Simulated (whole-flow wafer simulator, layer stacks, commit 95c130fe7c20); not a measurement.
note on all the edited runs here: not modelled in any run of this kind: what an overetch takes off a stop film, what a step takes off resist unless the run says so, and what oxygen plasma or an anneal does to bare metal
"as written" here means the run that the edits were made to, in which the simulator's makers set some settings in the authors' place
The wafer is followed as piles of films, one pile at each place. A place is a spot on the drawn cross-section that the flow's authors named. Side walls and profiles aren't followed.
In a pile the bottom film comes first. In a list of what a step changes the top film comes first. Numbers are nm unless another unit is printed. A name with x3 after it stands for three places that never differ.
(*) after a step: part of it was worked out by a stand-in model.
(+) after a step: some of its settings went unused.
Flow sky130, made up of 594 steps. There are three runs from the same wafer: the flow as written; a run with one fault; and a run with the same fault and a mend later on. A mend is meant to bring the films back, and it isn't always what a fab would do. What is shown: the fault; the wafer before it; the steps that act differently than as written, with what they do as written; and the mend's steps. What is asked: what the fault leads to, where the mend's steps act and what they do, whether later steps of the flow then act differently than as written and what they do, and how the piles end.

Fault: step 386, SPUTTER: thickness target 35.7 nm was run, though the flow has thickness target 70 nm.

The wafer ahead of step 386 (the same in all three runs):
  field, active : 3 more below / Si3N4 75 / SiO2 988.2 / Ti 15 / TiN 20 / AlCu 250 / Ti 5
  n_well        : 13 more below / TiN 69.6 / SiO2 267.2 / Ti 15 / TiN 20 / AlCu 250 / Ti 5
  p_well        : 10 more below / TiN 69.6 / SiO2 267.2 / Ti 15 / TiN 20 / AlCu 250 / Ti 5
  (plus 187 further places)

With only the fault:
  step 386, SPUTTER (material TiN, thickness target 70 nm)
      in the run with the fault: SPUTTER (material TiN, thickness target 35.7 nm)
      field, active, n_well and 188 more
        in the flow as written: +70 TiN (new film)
        in the run with the fault: +35.7 TiN (new film)
  Steps later in the flow that act otherwise than as written (not shown: 15 more steps that differ only slightly, by at most 2% or 0.5 nm, whichever is larger):
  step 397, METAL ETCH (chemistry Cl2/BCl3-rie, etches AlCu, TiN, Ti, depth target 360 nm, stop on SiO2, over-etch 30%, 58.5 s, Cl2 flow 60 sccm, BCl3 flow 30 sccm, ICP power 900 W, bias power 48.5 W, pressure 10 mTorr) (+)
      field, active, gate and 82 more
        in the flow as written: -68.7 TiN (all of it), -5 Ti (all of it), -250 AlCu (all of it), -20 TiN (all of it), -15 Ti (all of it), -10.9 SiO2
        in the run with the fault: -34.4 TiN (all of it), -5 Ti (all of it), -250 AlCu (all of it), -20 TiN (all of it), -15 Ti (all of it), -14.4 SiO2
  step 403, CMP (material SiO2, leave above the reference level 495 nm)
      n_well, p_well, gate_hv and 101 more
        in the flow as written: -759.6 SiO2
        in the run with the fault: -725.3 SiO2
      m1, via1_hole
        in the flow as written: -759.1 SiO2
        in the run with the fault: -724.8 SiO2
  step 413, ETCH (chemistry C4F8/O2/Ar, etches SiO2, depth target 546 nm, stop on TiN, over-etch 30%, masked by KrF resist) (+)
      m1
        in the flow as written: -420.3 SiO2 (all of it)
        in the run with the fault: -454.6 SiO2 (all of it)
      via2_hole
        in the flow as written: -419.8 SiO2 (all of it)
        in the run with the fault: -454.1 SiO2 (all of it)
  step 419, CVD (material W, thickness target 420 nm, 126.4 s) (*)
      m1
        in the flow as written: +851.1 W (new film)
        in the run with the fault: +885.9 W (new film)
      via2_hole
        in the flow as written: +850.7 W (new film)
        in the run with the fault: +885.4 W (new film)
  The piles end different from the flow's at n_well, p_well, gate_hv and 103 more by more than 2% or 0.5 nm, whichever is larger.
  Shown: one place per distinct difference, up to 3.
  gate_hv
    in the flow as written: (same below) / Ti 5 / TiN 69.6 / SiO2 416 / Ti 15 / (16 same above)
    in the run with the fault: (same below) / Ti 5 / TiN 35.3 / SiO2 450.3 / Ti 15 / (16 same above)
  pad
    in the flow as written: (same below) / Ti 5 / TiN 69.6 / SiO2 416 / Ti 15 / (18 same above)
    in the run with the fault: (same below) / Ti 5 / TiN 35.3 / SiO2 450.3 / Ti 15 / (18 same above)
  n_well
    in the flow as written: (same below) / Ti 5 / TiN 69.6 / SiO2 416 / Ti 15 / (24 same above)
    in the run with the fault: (same below) / Ti 5 / TiN 35.3 / SiO2 450.3 / Ti 15 / (24 same above)

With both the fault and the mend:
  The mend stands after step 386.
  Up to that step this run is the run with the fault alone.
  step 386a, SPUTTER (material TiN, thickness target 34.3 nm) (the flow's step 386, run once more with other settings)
      field, active, n_well and 188 more
        +34.3 TiN
  Every later step of the flow that is run acts as written at every place that is followed.
  At every place that both follow, the piles at the end match the flow's.
